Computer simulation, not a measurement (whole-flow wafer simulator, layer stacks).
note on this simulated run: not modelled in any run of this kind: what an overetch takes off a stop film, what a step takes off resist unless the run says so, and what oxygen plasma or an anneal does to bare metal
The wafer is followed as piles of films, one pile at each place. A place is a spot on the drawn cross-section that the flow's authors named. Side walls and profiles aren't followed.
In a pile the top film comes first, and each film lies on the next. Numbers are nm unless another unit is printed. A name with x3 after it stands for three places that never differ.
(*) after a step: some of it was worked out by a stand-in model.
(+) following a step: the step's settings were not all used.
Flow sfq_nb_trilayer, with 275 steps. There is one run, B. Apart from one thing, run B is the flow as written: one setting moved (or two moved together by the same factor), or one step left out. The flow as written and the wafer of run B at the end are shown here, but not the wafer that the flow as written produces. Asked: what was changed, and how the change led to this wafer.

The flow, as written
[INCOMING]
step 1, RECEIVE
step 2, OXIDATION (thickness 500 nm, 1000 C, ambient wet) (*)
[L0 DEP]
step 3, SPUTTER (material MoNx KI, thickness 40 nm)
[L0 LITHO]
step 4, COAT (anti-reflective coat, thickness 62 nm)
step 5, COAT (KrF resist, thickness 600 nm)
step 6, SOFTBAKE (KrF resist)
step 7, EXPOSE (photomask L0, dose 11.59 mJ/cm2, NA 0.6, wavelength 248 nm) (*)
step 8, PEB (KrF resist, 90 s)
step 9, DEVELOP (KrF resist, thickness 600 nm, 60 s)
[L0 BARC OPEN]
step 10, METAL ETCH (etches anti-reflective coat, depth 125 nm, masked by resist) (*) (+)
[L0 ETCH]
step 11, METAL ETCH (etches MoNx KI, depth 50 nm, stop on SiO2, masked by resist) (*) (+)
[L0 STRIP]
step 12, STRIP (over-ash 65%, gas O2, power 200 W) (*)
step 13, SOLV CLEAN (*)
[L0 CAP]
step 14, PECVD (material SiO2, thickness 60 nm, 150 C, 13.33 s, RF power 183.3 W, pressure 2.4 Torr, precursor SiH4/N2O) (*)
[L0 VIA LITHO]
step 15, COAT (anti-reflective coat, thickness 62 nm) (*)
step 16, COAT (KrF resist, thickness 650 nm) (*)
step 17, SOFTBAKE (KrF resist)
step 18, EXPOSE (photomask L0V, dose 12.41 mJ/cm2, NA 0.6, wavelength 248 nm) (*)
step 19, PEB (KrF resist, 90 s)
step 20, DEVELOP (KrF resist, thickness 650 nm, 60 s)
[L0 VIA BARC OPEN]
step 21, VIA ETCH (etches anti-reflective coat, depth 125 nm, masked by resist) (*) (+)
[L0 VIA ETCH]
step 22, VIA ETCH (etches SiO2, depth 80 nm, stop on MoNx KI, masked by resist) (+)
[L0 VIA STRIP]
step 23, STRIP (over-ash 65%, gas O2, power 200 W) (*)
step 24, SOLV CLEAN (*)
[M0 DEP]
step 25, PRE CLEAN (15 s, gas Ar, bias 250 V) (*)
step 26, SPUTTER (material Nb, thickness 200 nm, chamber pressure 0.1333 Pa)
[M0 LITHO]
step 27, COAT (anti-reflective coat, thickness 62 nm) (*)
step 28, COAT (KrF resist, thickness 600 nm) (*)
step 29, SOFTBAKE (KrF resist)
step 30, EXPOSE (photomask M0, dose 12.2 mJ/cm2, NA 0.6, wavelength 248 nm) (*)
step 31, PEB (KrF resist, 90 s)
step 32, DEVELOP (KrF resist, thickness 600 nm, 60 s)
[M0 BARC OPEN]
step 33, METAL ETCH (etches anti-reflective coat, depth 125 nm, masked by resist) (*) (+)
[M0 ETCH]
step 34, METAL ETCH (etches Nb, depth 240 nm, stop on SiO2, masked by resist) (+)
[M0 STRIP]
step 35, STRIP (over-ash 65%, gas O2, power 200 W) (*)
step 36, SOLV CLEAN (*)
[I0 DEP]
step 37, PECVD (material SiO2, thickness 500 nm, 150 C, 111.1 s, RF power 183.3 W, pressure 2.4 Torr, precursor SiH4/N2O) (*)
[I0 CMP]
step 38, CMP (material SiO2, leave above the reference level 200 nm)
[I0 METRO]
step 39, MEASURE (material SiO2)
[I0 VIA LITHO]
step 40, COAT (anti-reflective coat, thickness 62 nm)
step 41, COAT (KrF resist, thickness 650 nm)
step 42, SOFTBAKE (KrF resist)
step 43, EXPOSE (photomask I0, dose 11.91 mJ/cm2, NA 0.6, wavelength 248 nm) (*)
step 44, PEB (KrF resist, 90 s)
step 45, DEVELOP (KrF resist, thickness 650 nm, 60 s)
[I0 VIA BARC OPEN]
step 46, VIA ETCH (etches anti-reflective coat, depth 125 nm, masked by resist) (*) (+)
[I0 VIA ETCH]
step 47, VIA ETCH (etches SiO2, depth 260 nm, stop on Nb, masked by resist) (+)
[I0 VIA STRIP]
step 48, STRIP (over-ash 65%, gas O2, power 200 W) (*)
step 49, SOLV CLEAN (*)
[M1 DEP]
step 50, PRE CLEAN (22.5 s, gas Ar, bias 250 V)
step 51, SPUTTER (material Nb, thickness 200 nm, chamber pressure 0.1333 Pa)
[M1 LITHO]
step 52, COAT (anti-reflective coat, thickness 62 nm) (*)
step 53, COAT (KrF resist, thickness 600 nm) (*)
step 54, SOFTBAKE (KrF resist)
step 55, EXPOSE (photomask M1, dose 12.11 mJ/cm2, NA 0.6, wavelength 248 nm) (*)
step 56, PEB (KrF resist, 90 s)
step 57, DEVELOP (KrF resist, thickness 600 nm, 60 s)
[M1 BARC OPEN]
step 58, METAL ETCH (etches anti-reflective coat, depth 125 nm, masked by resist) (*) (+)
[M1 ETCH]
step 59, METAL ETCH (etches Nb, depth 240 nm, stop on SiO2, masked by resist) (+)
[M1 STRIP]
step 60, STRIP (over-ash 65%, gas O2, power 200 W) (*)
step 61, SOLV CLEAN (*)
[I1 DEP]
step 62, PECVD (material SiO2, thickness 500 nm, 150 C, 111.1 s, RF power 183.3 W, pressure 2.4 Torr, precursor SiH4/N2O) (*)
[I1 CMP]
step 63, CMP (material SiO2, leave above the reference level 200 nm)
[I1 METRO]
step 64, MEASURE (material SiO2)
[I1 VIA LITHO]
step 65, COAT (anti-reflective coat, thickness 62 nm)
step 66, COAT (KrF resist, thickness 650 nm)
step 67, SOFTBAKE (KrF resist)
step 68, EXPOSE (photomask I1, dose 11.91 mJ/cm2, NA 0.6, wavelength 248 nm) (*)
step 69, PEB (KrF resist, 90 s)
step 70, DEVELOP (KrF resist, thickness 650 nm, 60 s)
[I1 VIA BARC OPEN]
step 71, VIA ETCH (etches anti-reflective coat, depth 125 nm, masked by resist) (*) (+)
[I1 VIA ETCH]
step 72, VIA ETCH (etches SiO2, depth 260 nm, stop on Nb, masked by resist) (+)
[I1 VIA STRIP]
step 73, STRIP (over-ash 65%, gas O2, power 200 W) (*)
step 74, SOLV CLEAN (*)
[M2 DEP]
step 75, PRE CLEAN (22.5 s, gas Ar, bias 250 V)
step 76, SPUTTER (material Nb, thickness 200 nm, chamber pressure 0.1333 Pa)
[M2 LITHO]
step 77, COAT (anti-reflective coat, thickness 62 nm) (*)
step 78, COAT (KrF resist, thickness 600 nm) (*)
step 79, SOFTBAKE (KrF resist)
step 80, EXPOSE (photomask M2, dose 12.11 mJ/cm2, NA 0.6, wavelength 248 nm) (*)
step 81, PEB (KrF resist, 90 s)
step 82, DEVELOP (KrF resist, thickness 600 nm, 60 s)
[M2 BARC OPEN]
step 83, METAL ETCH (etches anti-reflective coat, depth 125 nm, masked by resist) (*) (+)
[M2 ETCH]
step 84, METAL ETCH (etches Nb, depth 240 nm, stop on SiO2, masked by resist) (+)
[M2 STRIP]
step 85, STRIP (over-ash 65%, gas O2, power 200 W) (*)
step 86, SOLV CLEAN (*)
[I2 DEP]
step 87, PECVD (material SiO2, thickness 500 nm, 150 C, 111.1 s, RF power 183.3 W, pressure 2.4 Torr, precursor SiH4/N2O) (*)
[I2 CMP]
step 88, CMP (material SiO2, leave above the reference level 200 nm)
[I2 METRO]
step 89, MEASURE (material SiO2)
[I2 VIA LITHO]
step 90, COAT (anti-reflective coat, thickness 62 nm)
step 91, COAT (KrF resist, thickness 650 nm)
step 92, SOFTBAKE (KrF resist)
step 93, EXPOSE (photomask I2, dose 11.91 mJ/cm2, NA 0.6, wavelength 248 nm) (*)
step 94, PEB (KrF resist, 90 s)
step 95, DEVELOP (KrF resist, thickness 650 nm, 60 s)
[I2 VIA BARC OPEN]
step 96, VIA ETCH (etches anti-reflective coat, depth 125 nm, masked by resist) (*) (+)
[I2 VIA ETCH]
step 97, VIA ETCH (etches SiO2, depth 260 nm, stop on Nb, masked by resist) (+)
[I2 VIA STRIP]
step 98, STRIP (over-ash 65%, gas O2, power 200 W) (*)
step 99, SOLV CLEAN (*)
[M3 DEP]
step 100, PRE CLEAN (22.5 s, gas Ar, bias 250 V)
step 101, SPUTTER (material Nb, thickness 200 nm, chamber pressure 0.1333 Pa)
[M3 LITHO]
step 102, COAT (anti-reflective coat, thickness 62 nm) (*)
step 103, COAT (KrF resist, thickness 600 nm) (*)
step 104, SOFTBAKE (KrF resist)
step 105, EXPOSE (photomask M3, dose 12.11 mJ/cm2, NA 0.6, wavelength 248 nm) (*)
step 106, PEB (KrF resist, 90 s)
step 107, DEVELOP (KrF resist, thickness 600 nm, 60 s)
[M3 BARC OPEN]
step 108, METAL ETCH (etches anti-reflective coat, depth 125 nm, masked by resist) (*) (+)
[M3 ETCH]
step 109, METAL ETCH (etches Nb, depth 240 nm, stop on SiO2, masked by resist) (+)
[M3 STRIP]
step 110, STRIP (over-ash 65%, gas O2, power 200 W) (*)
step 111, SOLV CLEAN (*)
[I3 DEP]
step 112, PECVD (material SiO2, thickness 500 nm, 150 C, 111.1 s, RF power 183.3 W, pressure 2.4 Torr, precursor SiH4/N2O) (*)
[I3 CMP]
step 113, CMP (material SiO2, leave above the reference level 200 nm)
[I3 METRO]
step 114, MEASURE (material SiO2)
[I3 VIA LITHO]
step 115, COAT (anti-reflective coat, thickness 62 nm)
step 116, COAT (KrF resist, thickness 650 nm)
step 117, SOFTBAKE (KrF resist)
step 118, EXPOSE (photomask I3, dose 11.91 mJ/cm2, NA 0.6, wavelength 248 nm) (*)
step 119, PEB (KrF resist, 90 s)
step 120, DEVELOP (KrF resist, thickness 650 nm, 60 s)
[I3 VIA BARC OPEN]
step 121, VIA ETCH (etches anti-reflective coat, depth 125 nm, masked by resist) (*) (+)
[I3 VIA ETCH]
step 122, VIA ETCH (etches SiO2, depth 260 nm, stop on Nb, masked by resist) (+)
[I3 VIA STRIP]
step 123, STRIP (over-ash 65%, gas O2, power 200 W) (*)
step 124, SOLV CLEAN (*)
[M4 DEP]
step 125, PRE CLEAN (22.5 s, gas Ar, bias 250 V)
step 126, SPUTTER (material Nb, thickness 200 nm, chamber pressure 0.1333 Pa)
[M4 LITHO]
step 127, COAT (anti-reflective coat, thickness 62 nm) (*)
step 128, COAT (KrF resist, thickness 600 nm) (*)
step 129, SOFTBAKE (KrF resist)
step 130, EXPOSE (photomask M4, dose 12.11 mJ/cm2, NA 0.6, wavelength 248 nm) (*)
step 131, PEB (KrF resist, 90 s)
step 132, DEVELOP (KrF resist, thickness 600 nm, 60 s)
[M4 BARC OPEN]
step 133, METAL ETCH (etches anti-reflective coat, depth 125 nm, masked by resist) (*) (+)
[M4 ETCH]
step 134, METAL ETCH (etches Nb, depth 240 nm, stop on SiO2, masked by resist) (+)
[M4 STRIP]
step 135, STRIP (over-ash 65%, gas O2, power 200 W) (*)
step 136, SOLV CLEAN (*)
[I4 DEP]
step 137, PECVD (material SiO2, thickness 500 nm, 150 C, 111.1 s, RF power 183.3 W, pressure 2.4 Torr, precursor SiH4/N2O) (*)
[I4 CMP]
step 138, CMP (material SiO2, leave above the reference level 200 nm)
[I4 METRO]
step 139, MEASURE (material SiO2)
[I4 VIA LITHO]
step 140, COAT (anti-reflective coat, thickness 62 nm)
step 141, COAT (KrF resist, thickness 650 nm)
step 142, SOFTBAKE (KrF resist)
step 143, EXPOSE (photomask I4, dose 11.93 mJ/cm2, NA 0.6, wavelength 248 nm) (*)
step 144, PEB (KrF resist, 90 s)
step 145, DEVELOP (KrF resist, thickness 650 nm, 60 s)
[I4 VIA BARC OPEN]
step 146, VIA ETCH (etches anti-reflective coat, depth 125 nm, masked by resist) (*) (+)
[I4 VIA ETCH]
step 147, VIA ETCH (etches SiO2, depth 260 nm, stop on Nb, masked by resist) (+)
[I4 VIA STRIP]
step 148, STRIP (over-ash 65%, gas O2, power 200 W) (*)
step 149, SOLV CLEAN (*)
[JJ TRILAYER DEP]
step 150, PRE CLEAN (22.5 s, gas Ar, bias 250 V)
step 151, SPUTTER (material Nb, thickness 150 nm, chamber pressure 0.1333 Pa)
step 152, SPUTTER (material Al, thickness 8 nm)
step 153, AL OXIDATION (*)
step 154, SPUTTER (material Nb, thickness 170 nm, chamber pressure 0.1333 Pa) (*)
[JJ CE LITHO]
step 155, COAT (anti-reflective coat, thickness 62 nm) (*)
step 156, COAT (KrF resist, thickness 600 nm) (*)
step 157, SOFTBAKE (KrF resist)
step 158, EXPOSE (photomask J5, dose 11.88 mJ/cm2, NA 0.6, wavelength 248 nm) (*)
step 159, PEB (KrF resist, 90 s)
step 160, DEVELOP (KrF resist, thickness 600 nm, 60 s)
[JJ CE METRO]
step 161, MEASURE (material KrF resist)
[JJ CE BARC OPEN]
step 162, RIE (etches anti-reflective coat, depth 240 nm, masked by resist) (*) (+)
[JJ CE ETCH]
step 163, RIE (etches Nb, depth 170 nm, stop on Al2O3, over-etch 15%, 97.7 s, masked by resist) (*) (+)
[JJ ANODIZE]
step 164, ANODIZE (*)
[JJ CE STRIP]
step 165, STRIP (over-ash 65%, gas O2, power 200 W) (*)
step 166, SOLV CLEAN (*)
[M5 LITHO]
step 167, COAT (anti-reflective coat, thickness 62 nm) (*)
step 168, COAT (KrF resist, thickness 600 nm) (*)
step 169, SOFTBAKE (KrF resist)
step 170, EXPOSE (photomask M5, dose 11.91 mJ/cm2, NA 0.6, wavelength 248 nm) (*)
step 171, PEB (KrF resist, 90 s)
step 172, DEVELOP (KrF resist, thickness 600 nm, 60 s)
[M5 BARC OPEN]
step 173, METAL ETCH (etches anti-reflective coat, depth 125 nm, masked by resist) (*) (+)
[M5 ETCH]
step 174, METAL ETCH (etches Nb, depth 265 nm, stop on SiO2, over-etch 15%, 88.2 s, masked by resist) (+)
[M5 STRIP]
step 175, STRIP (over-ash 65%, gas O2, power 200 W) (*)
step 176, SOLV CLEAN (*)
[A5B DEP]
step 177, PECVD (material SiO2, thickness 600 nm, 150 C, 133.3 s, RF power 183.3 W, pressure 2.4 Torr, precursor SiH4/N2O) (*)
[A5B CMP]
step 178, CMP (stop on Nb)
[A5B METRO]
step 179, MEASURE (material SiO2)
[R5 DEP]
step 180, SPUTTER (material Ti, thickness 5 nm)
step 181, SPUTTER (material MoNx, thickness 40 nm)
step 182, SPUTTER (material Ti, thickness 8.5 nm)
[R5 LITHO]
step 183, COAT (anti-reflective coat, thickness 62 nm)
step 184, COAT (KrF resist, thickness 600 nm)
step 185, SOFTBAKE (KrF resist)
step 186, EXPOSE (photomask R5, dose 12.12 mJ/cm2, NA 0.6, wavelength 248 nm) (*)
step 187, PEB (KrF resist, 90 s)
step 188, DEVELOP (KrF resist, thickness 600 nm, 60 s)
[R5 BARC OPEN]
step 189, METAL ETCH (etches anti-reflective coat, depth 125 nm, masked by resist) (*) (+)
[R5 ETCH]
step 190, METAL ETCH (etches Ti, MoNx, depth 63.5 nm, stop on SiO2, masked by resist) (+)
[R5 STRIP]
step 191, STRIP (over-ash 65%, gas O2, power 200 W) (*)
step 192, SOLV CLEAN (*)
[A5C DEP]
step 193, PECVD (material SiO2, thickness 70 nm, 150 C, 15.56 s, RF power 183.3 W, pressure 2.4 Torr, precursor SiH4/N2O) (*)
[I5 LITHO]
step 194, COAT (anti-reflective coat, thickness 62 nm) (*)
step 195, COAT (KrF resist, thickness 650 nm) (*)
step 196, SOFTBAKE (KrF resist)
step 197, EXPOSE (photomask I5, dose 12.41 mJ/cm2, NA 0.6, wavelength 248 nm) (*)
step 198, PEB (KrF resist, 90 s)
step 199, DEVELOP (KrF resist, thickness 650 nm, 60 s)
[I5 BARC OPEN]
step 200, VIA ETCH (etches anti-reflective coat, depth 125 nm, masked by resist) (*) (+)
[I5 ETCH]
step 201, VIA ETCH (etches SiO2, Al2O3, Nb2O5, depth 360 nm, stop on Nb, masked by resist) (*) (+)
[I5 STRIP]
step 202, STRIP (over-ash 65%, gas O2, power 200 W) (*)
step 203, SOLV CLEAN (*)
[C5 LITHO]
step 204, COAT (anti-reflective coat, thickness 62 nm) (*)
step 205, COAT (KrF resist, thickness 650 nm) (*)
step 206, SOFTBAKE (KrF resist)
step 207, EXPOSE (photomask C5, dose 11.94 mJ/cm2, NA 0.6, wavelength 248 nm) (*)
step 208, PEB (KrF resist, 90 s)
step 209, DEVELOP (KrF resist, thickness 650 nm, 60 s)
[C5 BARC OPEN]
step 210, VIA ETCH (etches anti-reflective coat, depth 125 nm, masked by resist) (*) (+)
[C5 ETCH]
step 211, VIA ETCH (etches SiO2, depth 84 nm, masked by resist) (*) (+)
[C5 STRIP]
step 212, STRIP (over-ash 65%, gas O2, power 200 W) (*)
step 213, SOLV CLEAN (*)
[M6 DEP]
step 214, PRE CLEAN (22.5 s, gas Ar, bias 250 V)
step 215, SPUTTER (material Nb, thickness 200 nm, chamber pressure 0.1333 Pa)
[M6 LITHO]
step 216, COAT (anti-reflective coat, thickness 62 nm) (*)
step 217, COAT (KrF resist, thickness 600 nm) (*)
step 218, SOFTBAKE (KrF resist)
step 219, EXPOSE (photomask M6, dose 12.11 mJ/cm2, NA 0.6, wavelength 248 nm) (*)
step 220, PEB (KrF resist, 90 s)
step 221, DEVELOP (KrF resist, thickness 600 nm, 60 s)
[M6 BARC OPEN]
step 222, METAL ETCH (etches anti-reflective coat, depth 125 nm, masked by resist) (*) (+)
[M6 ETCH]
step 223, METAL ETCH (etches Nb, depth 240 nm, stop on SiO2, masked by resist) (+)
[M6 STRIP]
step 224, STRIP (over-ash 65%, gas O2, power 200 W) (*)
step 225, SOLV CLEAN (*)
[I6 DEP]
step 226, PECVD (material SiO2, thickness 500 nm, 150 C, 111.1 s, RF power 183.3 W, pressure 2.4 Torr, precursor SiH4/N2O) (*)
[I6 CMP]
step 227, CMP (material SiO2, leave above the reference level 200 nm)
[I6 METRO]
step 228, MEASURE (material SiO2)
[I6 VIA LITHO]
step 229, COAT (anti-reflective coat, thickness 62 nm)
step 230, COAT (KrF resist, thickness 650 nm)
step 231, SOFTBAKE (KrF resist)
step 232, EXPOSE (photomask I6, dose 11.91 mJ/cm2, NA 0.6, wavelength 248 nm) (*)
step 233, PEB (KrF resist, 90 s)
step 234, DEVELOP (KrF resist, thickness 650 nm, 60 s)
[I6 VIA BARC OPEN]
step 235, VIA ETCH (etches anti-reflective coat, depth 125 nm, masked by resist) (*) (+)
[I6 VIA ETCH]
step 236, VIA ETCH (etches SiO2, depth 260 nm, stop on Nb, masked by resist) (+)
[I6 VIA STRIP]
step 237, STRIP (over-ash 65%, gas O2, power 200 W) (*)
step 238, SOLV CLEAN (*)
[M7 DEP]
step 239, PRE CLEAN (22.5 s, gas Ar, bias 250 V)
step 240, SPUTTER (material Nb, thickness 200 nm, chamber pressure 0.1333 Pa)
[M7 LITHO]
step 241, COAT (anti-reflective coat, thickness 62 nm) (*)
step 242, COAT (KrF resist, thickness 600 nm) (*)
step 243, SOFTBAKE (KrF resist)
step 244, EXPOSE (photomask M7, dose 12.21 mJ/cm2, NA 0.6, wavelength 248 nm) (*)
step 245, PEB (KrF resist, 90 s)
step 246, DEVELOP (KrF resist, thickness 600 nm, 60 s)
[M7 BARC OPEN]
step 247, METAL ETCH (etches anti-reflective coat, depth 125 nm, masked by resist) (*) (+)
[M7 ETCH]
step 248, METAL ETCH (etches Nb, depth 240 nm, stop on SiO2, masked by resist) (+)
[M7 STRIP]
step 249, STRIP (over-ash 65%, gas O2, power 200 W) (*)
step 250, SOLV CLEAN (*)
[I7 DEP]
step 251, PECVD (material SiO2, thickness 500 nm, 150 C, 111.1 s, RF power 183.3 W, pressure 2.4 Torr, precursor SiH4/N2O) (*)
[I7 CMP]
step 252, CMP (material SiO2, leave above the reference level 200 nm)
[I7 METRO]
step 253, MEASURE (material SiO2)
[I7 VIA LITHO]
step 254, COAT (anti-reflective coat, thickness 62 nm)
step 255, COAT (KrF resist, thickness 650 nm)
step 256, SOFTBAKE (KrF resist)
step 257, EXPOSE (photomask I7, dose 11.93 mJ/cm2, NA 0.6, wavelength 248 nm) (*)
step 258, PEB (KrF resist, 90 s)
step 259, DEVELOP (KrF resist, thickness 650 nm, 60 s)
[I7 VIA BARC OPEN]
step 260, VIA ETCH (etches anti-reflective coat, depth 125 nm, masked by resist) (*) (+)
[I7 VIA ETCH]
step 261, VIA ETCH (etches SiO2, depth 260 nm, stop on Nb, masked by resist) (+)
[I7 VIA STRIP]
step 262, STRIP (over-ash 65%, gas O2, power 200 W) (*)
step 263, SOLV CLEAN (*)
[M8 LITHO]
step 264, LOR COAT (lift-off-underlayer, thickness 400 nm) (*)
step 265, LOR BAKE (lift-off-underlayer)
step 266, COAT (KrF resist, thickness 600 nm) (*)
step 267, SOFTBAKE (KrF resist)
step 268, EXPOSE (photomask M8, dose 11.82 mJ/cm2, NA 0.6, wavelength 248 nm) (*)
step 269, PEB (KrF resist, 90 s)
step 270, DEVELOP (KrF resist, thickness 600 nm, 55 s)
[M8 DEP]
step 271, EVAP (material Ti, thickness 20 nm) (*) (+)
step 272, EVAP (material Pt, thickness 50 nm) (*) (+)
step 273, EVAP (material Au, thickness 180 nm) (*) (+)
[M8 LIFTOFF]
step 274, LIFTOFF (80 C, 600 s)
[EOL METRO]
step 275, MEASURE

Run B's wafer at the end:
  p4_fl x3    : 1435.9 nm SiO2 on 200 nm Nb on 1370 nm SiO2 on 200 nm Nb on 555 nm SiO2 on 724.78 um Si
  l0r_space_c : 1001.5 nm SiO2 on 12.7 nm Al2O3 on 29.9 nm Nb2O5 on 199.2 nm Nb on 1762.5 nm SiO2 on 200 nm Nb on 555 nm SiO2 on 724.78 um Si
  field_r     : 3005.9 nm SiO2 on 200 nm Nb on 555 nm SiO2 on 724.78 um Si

Cause: step 151, SPUTTER: thickness 210 nm was run, while the flow as written has thickness 150 nm.

Step by step, how the change led to this:
  step 151, SPUTTER (material Nb, thickness 150 nm, chamber pressure 0.1333 Pa)
      field_l, v_sur, via_sp and 100 more: +210 Nb (new film) (as written it would have been: +150 Nb (new film))
      via_wl, via_w, via_wr: +183.2 Nb (as written it would have been: +130.4 Nb)
  step 152, SPUTTER (material Al, thickness 8 nm)
      via_wl, via_wr: +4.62 Al (new film) (as written it would have been: +5.14 Al (new film))
  step 154, SPUTTER (material Nb, thickness 170 nm, chamber pressure 0.1333 Pa) (*)
      via_wl, via_wr: +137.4 Nb (new film) (as written it would have been: +140.7 Nb (new film))
      via_w: +137.7 Nb (new film) (as written it would have been: +141 Nb (new film))
  step 155, COAT (anti-reflective coat, thickness 62 nm) (*)
      via_wl, via_wr: +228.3 anti-reflective coat (new film) (as written it would have been: +209.4 anti-reflective coat (new film))
      via_w: +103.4 anti-reflective coat (new film) (as written it would have been: +97.4 anti-reflective coat (new film))
  step 162, RIE (etches anti-reflective coat, depth 240 nm, masked by resist) (*) (+)
      ce_l, c5j, ce_r, wl_jj: -228.3 KrF resist (as written it would have been: -209.4 KrF resist)
      via_wl, via_wr: -228.3 anti-reflective coat (all of it) (as written it would have been: -209.4 anti-reflective coat (all of it))
      (as well as at 1 more place)
  step 163, RIE (etches Nb, depth 170 nm, stop on Al2O3, over-etch 15%, 97.7 s, masked by resist) (*) (+)
      via_wl, via_wr: -137.4 Nb (all of it), -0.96 Al2O3 (all of it) (as written it would have been: -140.7 Nb (all of it), -0.96 Al2O3 (all of it))
      via_w: -137.7 Nb (all of it), -0.96 Al2O3 (all of it) (as written it would have been: -141 Nb (all of it), -0.96 Al2O3 (all of it))
  step 164, ANODIZE (*)
      via_wl, via_wr: +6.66 Al2O3 (new film), +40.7 Nb2O5 (new film), -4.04 Al (all of it), -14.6 Nb (as written it would have been: +7.52 Al2O3 (new film), +39.2 Nb2O5 (new film), -4.56 Al (all of it), -14.1 Nb)
      via_w: +10.4 Al2O3 (new film), +34 Nb2O5 (new film), -6.32 Al (all of it), -12.2 Nb (as written it would have been: +10.8 Al2O3 (new film), +33.3 Nb2O5 (new film), -6.54 Al (all of it), -12 Nb)
  step 165, STRIP (over-ash 65%, gas O2, power 200 W) (*)
      c5j, ce_r: -248 KrF resist (all of it), -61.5 anti-reflective coat (all of it) (as written it would have been: -266.9 KrF resist (all of it), -61.5 anti-reflective coat (all of it))
      ce_l: -247.9 KrF resist (all of it), -61.4 anti-reflective coat (all of it) (as written it would have been: -266.8 KrF resist (all of it), -61.4 anti-reflective coat (all of it))
      (as well as at 1 more place)
  step 167, COAT (anti-reflective coat, thickness 62 nm) (*)
      v_sur: +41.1 anti-reflective coat (new film) (as written it would have been: +44.9 anti-reflective coat (new film))
      via_wl: +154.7 anti-reflective coat (new film) (as written it would have been: +170.5 anti-reflective coat (new film))
      (as well as at 3 more places)
  step 168, COAT (KrF resist, thickness 600 nm) (*)
      via_wl: +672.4 KrF resist (new film) (as written it would have been: +656 KrF resist (new film))
      via_wr: +673.3 KrF resist (new film) (as written it would have been: +656.6 KrF resist (new film))
  step 174, METAL ETCH (etches Nb, depth 265 nm, stop on SiO2, over-etch 15%, 88.2 s, masked by resist) (+)
      r_sur, res, r_end and 48 more: -12.6 Al2O3 (all of it), -29.9 Nb2O5 (all of it), -199.2 Nb (all of it), -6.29 SiO2 (as written it would have been: -12.6 Al2O3 (all of it), -29.9 Nb2O5 (all of it), -139.2 Nb (all of it), -12.3 SiO2)
      field_l, wl_a_sl: -12.6 Al2O3 (all of it), -29.9 Nb2O5 (all of it), -199.2 Nb (all of it), -6.3 SiO2 (as written it would have been: -12.6 Al2O3 (all of it), -29.9 Nb2O5 (all of it), -139.2 Nb (all of it), -12.3 SiO2)
  step 175, STRIP (over-ash 65%, gas O2, power 200 W) (*)
      v_sur: -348 KrF resist (all of it), -41.1 anti-reflective coat (all of it) (as written it would have been: -349.2 KrF resist (all of it), -44.9 anti-reflective coat (all of it))
      via_wl: -443.4 KrF resist (all of it), -154.7 anti-reflective coat (all of it) (as written it would have been: -427 KrF resist (all of it), -170.5 anti-reflective coat (all of it))
      (as well as at 3 more places)
  step 178, CMP (stop on Nb)
      field_l, p4_fl x3, p4_w1 x9 and 29 more: -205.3 SiO2 (as written it would have been: -259.3 SiO2)
      r_sur, res, r_end, moat, field_r, lsp_l: -196.3 SiO2 (as written it would have been: -252.3 SiO2)
      (as well as at 8 more places)
